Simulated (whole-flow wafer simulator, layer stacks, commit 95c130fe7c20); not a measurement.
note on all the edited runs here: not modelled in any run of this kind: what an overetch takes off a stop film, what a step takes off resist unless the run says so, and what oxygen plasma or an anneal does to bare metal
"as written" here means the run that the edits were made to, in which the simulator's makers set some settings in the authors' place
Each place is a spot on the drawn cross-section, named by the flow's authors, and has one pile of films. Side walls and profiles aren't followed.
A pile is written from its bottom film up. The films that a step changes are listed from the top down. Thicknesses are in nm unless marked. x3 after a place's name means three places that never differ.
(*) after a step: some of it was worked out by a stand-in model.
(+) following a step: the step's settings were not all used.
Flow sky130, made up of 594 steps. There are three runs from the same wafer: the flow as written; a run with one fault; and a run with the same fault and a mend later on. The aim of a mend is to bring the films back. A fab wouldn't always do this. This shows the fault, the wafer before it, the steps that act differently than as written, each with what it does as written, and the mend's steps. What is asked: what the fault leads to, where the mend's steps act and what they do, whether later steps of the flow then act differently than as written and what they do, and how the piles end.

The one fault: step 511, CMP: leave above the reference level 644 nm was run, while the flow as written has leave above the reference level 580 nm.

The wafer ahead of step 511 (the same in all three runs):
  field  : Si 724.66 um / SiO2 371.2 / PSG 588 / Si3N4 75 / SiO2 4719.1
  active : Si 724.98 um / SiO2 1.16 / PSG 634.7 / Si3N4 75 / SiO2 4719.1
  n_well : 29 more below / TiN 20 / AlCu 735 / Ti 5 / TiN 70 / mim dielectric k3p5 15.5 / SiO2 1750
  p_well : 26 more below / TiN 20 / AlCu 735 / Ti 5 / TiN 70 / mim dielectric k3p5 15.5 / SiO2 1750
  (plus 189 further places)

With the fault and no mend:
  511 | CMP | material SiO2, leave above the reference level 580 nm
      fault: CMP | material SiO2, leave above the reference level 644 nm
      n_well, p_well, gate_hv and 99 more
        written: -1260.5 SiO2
        fault: -1196.5 SiO2
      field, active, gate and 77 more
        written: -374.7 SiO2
        fault: -310.7 SiO2
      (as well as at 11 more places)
  Later steps of the flow acting differently than as written (not shown: 1 more step that differs only slightly, by at most 2% or 0.5 nm, whichever is larger):
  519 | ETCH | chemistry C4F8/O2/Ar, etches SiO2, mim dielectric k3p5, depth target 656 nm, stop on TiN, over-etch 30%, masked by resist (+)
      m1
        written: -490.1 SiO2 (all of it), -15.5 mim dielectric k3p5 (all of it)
        fault: -554.1 SiO2 (all of it), -15.5 mim dielectric k3p5 (all of it)
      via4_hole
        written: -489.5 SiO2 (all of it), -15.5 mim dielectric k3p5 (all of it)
        fault: -553.5 SiO2 (all of it), -15.5 mim dielectric k3p5 (all of it)
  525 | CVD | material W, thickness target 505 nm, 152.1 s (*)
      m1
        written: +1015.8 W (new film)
        fault: +1080.2 W (new film)
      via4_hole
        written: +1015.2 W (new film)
        fault: +1079.6 W (new film)
  At n_well, p_well, gate_hv and 115 more, the piles at the end differ from the flow's by more than 2% or 0.5 nm, whichever is larger.
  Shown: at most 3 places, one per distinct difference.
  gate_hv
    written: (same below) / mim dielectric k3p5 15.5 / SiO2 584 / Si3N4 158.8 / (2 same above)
    fault: (same below) / mim dielectric k3p5 15.5 / SiO2 648 / Si3N4 158.8 / (2 same above)
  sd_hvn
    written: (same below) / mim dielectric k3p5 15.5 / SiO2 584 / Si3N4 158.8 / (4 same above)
    fault: (same below) / mim dielectric k3p5 15.5 / SiO2 648 / Si3N4 158.8 / (4 same above)
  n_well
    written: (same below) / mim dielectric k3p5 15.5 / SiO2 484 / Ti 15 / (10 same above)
    fault: (same below) / mim dielectric k3p5 15.5 / SiO2 548 / Ti 15 / (10 same above)

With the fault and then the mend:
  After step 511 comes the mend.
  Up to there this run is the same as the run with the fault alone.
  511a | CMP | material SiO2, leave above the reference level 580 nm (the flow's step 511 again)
      field, active, n_well and 190 more
        -64 SiO2
  None of the later steps of the flow acts differently than as written at any place that is followed.
  By the end, the piles equal the flow's at every place that both follow.
